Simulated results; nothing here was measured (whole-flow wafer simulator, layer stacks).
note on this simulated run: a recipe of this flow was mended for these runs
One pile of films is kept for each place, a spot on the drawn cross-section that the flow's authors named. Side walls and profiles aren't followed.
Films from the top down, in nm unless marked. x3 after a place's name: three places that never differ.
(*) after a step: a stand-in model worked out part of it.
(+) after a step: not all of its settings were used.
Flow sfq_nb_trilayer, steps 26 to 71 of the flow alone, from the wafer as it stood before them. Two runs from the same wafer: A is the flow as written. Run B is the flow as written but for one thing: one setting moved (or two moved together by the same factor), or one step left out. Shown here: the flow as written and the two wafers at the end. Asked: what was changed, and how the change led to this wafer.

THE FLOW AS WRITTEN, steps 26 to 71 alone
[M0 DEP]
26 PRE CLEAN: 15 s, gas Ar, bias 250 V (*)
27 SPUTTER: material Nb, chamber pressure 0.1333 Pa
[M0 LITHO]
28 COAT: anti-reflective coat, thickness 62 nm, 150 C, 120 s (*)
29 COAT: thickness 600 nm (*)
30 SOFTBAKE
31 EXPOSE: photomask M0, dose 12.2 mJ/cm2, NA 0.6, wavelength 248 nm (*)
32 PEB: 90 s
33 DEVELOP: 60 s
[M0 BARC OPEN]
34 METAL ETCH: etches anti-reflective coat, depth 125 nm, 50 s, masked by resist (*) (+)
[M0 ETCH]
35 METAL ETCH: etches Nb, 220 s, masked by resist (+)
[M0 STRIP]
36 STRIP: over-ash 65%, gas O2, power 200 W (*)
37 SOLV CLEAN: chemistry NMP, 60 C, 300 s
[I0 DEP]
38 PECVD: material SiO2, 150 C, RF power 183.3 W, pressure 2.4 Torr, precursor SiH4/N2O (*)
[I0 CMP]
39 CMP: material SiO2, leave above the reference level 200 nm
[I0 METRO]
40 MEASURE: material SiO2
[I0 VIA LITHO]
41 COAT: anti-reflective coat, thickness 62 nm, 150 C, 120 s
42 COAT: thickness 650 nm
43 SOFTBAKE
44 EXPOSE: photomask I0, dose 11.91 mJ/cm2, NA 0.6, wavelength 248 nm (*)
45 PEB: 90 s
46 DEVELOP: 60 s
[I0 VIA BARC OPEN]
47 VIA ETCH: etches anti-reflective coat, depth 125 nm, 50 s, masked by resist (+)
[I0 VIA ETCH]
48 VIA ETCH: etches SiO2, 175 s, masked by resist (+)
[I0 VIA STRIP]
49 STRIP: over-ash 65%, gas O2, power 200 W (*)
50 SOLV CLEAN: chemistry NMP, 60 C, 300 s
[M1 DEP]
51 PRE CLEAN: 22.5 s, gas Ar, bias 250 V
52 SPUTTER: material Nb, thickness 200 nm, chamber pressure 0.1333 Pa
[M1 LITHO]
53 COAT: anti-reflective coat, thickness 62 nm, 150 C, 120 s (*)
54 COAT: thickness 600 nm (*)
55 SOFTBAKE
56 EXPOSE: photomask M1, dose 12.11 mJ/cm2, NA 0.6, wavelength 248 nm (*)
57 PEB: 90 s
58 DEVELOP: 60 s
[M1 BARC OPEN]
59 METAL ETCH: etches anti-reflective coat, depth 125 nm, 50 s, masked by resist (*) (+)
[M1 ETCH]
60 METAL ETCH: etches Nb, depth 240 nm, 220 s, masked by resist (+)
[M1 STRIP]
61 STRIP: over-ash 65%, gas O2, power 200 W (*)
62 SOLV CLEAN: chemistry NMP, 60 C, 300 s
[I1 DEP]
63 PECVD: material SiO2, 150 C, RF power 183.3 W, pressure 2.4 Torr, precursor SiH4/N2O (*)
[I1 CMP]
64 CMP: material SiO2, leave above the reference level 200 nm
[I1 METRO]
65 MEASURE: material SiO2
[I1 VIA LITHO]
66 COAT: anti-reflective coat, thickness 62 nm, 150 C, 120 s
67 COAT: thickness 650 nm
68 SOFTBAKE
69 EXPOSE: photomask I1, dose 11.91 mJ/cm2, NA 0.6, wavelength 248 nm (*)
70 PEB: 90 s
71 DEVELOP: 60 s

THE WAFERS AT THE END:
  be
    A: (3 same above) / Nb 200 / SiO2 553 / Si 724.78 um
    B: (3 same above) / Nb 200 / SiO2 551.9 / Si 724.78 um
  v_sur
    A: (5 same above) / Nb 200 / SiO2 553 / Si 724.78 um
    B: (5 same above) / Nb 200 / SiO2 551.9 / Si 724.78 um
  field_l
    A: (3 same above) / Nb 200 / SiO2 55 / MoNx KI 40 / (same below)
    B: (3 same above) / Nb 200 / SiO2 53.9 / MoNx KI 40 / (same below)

The cause: step 26, PRE CLEAN: 16.9 s was run, where the flow has 15 s; step 26, PRE CLEAN: bias 282 V was run, where the flow has bias 250 V.

How the change led to this, step by step:
  26 PRE CLEAN: 15 s, gas Ar, bias 250 V (*)
      field_l, v_sur, via_wl and 102 more: A SiO2 -5 | B SiO2 -6.14
      l0v: A MoNx KI -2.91 | B MoNx KI -3.74
